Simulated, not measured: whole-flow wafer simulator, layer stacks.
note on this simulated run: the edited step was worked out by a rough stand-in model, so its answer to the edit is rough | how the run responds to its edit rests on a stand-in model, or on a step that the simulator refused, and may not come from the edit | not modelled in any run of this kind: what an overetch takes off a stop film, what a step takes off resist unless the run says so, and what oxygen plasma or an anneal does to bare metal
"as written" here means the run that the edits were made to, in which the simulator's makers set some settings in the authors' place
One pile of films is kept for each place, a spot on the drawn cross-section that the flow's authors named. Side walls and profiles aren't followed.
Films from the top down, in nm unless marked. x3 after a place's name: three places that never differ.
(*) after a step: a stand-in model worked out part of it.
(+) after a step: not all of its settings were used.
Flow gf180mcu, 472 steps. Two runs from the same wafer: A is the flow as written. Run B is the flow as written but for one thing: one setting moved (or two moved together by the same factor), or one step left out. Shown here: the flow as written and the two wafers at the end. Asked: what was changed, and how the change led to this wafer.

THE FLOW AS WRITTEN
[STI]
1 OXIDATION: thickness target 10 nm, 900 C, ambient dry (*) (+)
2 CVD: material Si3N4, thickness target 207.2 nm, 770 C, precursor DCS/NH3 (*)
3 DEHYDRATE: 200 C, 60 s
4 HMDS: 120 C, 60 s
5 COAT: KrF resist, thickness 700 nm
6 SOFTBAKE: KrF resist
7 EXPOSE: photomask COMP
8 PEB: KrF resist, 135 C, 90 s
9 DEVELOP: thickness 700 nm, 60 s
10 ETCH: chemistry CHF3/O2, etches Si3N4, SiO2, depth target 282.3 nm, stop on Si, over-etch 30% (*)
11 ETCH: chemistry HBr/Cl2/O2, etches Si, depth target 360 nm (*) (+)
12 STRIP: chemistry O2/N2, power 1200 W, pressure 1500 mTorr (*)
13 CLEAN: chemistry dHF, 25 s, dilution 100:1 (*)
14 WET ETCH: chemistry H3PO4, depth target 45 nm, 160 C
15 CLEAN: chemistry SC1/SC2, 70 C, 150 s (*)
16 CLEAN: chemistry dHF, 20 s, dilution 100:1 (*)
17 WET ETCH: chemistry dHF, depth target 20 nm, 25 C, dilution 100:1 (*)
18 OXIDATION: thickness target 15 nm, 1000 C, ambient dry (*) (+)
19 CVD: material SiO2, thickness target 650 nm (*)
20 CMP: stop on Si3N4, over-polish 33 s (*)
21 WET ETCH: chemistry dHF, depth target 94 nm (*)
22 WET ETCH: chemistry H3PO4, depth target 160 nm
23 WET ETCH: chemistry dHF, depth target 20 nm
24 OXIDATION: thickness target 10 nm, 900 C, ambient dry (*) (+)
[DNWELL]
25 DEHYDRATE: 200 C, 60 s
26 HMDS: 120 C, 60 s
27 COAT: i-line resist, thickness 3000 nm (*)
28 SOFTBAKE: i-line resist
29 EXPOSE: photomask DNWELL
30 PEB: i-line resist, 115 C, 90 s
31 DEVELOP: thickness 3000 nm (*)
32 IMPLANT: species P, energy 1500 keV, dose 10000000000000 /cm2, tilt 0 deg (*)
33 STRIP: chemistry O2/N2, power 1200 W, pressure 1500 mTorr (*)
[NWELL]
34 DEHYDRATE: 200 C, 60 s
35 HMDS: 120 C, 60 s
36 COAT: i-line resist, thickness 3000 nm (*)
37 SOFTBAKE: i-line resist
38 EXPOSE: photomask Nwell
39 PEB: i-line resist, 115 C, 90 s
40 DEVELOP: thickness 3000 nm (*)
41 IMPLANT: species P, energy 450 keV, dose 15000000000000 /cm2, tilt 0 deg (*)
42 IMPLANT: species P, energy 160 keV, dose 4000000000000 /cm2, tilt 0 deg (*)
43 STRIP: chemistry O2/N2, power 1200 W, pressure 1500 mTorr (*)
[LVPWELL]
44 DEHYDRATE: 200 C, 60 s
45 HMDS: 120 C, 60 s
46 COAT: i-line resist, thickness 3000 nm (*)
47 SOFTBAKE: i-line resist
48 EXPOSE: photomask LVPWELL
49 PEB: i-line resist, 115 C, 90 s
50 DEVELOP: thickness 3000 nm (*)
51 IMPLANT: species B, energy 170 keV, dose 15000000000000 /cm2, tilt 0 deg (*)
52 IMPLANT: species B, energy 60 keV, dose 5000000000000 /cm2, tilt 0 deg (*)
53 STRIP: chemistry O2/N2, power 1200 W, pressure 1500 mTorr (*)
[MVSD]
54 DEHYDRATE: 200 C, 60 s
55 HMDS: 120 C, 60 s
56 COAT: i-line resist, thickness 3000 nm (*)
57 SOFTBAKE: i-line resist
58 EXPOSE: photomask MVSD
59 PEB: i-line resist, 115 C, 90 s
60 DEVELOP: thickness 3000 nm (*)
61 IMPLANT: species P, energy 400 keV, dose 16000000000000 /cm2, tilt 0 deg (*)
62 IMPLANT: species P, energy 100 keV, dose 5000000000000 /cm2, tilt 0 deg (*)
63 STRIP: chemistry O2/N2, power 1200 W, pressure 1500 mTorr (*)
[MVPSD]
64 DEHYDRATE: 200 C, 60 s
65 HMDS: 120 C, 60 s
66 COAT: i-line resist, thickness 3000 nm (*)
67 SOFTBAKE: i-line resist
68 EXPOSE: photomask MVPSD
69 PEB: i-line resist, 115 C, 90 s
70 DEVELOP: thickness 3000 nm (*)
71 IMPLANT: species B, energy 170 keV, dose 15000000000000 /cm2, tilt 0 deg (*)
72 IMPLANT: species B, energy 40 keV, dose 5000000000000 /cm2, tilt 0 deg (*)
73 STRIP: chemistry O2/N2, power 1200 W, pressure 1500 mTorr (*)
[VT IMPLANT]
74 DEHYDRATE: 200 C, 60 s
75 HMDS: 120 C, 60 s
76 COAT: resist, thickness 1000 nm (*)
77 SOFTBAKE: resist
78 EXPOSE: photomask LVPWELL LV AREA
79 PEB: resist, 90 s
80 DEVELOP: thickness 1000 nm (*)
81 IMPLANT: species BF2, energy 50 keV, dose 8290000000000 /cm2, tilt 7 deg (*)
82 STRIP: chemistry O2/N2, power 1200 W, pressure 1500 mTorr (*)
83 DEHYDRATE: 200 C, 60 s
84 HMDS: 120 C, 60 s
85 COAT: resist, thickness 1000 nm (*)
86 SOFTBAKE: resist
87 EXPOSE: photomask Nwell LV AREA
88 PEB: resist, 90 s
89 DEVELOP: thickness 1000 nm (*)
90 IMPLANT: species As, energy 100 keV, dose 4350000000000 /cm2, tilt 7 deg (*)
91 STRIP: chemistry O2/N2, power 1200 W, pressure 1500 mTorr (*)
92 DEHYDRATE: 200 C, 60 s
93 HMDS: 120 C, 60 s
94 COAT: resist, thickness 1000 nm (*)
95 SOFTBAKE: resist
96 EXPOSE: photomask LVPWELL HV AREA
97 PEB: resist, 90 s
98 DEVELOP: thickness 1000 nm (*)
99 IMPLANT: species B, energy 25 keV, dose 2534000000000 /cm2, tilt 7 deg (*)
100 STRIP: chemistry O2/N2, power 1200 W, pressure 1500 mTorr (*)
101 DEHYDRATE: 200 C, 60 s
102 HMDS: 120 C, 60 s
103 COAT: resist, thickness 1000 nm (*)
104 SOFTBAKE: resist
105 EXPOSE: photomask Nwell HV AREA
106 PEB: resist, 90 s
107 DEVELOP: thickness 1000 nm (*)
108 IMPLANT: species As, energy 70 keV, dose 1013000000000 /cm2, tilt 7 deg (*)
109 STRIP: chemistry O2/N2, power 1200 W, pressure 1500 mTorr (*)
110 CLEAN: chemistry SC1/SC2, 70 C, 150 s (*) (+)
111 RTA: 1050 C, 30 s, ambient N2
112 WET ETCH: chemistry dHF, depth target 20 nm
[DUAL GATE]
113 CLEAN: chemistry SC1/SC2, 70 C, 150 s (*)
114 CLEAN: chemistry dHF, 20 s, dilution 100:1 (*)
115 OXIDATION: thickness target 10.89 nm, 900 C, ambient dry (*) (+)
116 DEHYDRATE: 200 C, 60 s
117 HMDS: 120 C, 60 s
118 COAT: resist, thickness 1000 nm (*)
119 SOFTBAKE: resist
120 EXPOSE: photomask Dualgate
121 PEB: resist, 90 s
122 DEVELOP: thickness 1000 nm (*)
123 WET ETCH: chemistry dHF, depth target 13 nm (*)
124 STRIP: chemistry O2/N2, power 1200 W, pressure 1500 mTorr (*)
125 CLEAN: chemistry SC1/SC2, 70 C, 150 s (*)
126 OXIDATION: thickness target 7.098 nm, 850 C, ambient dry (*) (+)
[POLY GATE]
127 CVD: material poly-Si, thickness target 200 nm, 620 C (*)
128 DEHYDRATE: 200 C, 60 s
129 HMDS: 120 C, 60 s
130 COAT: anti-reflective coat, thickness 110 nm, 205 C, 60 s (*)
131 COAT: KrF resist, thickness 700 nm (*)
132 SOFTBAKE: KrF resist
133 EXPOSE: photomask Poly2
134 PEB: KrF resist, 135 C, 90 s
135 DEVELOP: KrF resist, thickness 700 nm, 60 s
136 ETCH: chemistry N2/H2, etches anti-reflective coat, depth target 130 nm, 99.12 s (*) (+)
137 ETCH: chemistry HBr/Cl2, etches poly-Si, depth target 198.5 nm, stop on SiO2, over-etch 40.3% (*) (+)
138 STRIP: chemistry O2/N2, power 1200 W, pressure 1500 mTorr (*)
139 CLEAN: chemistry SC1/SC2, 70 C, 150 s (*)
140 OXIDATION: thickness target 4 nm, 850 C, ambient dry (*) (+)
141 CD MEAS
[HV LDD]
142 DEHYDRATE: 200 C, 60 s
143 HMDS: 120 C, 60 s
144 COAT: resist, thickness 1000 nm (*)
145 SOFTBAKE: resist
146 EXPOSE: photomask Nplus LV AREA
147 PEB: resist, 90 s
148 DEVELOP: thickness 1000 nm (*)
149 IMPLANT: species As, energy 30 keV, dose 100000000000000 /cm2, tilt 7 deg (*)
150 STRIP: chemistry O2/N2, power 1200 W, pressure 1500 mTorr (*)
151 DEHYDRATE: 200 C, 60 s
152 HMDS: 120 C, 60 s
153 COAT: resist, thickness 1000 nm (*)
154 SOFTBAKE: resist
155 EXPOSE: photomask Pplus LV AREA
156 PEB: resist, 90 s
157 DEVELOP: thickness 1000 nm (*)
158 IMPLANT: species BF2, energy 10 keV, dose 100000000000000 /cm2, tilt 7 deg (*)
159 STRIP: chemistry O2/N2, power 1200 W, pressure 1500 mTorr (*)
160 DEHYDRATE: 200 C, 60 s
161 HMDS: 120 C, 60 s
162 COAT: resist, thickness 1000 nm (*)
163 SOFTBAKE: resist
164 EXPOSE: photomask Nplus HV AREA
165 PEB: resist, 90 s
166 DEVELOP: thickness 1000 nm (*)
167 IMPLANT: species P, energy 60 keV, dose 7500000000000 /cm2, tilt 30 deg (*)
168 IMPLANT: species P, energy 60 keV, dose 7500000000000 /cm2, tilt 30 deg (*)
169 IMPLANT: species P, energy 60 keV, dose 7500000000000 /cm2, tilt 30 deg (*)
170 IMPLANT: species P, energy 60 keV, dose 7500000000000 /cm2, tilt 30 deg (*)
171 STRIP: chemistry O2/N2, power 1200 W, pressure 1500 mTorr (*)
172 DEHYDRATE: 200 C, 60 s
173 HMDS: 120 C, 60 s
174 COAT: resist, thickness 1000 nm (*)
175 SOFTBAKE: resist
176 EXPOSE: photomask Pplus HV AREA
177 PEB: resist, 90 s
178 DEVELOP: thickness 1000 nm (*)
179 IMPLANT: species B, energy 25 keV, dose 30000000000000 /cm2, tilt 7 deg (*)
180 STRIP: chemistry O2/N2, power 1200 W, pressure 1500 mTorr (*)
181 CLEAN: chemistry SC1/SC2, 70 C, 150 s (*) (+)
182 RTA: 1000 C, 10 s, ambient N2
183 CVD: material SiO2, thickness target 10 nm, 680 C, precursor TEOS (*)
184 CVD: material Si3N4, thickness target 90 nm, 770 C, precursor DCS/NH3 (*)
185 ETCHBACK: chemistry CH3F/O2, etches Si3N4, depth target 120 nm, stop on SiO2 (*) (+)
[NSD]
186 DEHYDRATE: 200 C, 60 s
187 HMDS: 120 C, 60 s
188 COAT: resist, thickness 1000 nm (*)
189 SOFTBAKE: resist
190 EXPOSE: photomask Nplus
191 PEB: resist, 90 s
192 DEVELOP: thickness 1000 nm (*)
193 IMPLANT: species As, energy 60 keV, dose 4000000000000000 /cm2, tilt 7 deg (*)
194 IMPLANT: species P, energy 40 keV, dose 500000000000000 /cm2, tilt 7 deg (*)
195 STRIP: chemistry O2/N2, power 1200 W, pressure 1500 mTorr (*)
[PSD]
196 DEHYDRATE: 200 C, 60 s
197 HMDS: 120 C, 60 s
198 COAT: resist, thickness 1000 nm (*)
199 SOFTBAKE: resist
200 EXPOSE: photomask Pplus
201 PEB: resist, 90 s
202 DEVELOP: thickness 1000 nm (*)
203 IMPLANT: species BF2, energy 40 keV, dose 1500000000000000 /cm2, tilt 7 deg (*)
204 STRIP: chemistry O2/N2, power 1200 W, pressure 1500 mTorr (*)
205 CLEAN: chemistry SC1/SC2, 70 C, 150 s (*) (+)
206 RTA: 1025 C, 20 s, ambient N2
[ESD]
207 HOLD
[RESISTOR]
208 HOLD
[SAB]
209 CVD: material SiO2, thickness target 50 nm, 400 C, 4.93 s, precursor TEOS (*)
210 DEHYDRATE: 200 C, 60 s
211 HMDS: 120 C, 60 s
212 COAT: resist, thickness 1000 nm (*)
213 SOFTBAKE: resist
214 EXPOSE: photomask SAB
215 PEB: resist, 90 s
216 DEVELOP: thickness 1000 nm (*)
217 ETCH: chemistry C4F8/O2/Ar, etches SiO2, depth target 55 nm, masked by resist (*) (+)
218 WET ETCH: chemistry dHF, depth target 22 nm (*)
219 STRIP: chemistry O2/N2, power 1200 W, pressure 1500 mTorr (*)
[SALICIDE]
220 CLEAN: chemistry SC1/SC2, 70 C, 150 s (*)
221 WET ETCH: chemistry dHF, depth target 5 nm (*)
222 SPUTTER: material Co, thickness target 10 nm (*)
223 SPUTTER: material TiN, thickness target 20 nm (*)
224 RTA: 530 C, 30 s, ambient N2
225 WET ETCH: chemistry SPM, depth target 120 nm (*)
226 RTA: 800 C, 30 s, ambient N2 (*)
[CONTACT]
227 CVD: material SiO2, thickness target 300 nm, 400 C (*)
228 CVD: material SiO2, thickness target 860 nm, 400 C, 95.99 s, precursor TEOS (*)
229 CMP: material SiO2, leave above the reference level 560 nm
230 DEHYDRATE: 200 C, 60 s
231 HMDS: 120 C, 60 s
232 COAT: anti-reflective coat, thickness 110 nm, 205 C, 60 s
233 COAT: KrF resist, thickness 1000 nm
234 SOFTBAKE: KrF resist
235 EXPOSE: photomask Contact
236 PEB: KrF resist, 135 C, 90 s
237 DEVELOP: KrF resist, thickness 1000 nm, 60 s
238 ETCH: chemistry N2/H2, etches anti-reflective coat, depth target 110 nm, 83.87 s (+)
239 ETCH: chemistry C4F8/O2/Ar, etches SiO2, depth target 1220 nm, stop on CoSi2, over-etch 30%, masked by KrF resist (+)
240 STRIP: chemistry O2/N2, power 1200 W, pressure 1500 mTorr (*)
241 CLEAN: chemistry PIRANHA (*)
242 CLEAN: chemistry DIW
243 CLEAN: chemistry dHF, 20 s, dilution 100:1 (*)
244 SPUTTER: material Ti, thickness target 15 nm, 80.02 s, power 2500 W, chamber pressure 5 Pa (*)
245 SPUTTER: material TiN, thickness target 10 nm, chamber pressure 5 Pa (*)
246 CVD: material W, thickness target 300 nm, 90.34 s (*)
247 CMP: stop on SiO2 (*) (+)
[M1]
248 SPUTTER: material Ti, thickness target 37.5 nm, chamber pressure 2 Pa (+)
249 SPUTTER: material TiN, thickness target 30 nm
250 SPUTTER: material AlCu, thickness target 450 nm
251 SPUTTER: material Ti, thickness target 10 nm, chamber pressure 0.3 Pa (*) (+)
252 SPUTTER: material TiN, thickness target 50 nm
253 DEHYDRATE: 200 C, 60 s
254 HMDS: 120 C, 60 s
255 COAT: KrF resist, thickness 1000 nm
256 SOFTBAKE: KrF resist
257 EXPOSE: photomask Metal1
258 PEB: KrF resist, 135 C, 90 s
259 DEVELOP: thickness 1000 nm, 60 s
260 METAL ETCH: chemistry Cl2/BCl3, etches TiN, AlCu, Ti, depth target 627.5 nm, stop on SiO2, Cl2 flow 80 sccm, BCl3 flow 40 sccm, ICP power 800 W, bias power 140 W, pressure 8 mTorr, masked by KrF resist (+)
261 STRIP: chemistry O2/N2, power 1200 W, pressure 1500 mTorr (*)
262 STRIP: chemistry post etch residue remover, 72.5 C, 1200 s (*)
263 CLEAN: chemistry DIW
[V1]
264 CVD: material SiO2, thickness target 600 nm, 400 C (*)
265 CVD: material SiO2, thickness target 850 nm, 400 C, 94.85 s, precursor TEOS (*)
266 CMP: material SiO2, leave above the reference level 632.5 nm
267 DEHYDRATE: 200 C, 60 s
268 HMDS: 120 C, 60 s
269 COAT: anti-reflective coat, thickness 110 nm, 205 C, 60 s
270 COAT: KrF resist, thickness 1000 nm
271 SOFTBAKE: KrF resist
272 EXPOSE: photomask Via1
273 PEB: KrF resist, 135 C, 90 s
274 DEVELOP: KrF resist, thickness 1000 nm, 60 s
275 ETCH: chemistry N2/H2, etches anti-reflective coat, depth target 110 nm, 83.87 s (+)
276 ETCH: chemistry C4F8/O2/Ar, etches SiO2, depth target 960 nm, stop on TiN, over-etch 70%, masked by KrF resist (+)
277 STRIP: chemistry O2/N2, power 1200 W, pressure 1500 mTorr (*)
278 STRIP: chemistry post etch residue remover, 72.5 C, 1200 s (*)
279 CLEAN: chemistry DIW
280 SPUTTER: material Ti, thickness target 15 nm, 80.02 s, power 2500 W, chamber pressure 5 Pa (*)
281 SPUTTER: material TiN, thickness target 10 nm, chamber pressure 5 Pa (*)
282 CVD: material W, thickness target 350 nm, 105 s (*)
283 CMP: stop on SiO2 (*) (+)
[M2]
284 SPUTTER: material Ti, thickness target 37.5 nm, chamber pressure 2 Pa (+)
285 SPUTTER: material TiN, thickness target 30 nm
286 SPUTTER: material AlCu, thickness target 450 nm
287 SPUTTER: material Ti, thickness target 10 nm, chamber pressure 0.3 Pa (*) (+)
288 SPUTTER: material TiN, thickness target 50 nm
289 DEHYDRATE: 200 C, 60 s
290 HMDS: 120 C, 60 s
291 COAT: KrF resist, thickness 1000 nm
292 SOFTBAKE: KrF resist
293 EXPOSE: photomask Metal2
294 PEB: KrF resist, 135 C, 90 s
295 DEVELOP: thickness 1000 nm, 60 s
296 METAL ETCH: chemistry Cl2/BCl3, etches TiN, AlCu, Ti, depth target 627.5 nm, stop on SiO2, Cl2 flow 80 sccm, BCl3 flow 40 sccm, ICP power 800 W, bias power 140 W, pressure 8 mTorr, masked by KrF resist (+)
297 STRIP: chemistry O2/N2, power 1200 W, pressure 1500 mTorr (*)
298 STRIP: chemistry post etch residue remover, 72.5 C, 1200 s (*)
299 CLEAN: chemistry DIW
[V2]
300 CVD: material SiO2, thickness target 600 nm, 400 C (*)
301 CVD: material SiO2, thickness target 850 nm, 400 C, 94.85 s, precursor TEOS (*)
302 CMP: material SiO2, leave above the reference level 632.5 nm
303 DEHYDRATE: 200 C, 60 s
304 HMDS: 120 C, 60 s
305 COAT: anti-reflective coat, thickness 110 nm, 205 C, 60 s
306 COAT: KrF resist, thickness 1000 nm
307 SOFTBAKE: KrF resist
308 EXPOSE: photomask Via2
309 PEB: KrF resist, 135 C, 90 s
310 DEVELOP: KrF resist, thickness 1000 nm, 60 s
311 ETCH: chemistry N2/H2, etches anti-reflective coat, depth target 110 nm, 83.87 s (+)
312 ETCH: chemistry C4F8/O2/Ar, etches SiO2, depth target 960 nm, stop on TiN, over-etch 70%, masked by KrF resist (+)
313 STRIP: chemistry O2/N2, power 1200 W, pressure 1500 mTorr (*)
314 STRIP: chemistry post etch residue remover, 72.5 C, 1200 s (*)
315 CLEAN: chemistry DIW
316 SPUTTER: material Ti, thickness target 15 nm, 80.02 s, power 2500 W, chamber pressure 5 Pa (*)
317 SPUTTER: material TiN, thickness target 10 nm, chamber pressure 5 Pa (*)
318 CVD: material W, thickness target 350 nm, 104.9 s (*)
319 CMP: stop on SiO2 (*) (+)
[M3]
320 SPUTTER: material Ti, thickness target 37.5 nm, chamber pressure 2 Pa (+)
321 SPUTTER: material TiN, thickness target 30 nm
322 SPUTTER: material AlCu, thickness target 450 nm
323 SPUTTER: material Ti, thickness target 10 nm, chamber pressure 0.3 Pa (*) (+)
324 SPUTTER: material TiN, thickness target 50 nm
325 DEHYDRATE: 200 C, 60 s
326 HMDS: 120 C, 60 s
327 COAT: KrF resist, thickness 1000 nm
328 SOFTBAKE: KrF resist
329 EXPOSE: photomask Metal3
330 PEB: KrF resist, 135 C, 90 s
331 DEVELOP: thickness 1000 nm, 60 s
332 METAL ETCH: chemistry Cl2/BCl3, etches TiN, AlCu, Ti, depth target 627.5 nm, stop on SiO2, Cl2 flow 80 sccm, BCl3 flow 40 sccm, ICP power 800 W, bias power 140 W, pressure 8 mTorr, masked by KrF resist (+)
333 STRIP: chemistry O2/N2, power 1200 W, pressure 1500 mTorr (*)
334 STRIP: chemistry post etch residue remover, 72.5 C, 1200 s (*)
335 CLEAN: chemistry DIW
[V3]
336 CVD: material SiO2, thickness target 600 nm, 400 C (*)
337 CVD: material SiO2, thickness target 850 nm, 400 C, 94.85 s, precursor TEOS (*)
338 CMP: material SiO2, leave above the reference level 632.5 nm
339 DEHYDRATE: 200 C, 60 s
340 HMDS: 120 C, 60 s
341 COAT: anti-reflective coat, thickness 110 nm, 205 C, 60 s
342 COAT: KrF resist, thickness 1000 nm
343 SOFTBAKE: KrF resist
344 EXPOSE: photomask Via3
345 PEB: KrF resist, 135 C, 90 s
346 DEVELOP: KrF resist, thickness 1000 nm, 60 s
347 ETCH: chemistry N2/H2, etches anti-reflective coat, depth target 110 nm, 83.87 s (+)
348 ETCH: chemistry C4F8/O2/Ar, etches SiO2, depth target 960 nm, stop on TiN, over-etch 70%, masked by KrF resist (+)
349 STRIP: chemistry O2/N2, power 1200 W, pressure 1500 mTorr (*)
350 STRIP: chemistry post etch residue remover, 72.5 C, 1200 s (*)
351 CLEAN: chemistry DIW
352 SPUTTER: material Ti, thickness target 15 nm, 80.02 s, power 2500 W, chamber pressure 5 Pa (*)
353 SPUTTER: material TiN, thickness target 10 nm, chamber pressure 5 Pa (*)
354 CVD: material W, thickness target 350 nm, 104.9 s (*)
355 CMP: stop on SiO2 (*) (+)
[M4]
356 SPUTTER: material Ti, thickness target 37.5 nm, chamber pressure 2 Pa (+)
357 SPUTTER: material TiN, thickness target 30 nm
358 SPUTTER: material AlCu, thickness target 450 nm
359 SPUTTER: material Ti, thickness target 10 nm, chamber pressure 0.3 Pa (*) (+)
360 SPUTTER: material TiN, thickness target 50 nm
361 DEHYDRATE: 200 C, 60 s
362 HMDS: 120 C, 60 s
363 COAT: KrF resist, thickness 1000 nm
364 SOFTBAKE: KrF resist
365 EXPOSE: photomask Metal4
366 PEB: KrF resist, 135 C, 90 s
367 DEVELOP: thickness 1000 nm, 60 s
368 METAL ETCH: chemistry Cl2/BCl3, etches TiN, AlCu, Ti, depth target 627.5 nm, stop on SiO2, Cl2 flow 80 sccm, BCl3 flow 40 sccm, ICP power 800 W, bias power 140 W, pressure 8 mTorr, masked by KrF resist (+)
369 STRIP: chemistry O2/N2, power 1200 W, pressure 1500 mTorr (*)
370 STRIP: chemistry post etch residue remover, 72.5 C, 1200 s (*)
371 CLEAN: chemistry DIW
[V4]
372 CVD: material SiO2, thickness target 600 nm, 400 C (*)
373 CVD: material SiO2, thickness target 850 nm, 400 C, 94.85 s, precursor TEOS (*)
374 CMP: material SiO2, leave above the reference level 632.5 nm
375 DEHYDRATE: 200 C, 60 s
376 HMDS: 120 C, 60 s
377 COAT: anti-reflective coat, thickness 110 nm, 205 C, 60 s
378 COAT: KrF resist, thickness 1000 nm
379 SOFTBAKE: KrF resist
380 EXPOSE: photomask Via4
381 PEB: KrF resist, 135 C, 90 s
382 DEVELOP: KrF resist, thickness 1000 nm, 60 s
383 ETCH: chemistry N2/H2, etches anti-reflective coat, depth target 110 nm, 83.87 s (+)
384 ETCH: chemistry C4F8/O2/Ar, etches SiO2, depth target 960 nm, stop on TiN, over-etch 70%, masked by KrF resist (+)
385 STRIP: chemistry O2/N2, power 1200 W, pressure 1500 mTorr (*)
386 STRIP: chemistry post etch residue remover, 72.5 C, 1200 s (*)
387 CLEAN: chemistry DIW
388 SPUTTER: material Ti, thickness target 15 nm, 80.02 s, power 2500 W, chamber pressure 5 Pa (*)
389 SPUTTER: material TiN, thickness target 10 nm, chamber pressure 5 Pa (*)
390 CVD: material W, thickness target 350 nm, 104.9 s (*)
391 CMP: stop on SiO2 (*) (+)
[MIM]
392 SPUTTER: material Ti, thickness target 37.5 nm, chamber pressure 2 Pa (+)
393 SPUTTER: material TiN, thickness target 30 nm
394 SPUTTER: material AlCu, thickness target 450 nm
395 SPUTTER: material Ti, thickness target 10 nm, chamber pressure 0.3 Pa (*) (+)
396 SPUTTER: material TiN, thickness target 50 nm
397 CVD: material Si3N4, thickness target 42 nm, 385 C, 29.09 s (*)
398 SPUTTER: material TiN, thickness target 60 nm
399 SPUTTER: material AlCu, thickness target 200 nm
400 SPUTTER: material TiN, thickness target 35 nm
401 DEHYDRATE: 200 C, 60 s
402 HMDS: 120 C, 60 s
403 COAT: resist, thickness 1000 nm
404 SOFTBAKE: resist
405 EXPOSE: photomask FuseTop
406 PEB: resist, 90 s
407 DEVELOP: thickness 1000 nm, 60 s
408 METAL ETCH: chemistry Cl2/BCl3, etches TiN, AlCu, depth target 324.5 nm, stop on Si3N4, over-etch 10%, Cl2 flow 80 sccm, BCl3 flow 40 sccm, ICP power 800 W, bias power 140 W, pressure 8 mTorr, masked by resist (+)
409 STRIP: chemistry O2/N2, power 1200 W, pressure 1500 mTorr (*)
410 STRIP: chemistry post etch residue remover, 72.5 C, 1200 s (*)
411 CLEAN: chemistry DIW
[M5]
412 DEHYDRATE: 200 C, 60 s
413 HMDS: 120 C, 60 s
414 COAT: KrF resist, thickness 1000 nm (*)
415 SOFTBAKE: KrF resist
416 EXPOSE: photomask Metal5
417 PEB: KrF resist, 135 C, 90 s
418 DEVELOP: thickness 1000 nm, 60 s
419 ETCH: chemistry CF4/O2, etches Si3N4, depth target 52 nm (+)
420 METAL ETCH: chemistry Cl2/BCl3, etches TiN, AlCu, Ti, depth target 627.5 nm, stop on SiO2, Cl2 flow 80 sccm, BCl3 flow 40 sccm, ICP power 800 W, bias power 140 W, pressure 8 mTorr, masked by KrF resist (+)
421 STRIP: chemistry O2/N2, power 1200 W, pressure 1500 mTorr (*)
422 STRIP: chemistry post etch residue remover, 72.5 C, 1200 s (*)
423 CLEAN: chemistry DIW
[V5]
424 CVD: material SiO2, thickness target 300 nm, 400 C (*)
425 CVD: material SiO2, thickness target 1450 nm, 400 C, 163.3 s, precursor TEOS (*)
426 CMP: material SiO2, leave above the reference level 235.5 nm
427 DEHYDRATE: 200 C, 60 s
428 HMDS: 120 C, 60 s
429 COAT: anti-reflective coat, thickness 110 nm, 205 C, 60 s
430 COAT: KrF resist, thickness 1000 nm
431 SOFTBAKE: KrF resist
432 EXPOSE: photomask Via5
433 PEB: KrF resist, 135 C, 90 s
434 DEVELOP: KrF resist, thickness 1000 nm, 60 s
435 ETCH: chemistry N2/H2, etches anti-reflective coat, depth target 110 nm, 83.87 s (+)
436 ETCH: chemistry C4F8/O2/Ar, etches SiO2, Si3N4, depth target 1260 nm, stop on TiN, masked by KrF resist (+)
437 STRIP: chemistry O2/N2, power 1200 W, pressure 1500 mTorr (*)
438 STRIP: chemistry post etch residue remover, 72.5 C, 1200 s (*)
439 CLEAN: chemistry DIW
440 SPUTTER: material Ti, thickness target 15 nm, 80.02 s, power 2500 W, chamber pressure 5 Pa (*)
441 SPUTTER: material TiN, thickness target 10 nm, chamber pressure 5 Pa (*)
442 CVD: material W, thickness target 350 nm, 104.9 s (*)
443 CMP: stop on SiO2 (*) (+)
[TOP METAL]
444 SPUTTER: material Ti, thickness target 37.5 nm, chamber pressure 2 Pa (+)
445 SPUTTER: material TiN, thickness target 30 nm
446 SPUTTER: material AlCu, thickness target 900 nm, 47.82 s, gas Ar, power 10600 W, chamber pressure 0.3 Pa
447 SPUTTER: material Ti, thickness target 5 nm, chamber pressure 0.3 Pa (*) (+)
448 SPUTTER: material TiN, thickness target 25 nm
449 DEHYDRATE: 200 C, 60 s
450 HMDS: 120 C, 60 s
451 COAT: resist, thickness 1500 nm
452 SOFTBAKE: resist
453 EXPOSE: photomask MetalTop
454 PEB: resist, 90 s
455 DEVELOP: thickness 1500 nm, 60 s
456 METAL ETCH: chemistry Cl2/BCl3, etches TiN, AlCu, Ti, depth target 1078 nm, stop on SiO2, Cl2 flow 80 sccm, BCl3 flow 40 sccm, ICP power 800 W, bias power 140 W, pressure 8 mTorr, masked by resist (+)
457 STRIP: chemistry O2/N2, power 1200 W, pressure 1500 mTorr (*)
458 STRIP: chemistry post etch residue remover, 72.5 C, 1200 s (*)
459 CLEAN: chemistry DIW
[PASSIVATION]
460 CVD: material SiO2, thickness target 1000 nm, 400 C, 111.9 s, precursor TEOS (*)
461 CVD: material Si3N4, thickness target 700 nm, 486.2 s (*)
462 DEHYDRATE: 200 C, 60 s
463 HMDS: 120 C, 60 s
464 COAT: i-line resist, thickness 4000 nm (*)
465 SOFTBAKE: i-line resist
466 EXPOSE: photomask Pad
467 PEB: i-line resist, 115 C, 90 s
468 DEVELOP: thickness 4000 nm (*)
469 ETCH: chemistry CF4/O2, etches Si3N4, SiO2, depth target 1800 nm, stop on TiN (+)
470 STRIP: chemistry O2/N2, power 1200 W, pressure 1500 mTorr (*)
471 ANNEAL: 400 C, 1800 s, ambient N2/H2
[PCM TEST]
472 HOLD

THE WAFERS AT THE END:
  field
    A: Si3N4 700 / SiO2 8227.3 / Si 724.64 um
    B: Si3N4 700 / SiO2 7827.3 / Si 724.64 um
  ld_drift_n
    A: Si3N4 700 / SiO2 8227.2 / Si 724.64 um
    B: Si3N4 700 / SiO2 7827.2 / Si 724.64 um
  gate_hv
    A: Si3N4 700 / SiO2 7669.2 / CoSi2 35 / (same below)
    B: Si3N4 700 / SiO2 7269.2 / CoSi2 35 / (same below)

The cause: step 460, CVD: thickness target 600 nm was run, where the flow has thickness target 1000 nm.

How the change led to this, step by step:
  460 CVD: material SiO2, thickness target 1000 nm, 400 C, 111.9 s, precursor TEOS (*)
      field, field__w1, field__w2 and 103 more: A SiO2 +1000 | B SiO2 +600
      field__w8, contact, m1, m1__w1, pad, m1_nw: A SiO2 +1000 (new film) | B SiO2 +600 (new film)
  465 SOFTBAKE: i-line resist
      field__w5, field__w9: A i-line resist +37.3 | B i-line resist +30.2
      field__w11, field__w13: A i-line resist +37.9 | B i-line resist +31.2
      (and at 57 more places)
  469 ETCH: chemistry CF4/O2, etches Si3N4, SiO2, depth target 1800 nm, stop on TiN (+)
      pad: A Si3N4 -700 (all of it), SiO2 -1000 (all of it) | B Si3N4 -700 (all of it), SiO2 -600 (all of it)
